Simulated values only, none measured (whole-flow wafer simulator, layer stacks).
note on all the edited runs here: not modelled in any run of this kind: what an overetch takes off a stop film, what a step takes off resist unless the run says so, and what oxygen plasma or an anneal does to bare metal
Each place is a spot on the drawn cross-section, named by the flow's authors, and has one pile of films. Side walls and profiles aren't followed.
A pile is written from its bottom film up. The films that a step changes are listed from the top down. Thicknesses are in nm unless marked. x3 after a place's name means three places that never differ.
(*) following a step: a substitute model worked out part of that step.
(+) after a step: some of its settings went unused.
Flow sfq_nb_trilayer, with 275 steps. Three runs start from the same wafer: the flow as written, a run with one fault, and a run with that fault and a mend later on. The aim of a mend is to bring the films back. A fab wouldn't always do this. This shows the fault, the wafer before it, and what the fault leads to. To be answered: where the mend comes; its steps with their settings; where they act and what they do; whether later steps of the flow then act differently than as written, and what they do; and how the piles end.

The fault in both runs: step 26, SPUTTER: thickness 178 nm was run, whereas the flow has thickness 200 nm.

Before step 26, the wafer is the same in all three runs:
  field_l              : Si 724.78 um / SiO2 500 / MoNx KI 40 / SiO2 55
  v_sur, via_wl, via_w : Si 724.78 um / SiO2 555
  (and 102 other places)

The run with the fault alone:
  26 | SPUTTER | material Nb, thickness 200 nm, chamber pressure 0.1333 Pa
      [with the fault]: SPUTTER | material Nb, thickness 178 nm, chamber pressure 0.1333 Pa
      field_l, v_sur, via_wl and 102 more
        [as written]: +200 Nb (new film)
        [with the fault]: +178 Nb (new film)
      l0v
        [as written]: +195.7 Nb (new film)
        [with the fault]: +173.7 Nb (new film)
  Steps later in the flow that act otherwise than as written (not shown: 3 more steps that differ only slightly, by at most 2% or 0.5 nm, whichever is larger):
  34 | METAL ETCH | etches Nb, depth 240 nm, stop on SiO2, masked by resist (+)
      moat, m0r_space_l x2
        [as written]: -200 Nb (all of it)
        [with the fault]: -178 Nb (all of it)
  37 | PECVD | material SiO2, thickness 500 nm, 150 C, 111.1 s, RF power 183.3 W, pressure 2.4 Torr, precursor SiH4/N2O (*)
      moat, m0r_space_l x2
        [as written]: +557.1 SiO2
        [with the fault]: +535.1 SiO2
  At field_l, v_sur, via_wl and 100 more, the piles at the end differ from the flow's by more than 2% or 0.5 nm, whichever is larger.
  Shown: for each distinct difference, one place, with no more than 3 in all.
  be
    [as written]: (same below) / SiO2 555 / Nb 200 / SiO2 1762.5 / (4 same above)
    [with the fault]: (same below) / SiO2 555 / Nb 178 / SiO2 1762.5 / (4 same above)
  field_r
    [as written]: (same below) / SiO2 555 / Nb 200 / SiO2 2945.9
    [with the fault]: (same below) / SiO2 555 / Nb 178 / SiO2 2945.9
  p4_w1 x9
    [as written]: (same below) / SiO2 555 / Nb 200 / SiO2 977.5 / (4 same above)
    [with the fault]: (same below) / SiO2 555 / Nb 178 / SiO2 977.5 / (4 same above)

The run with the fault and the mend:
  The mend follows step 26.
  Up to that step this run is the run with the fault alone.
  26a | SPUTTER | material Nb, thickness 22 nm, chamber pressure 0.1333 Pa (a further turn of the flow's step 26, with different settings)
      field_l, via_wl, via_w and 100 more
        +22 Nb
      v_sur
        +21.2 Nb
      lsp_r
        +21.6 Nb
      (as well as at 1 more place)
  Later steps of the flow that are run all act as written at every place that is followed, up to a difference of at most 2% or 0.5 nm, whichever is larger.
  When the end is reached, the piles differ only a little from the flow's at the places that both follow, at most by 2% or 0.5 nm, whichever is larger.
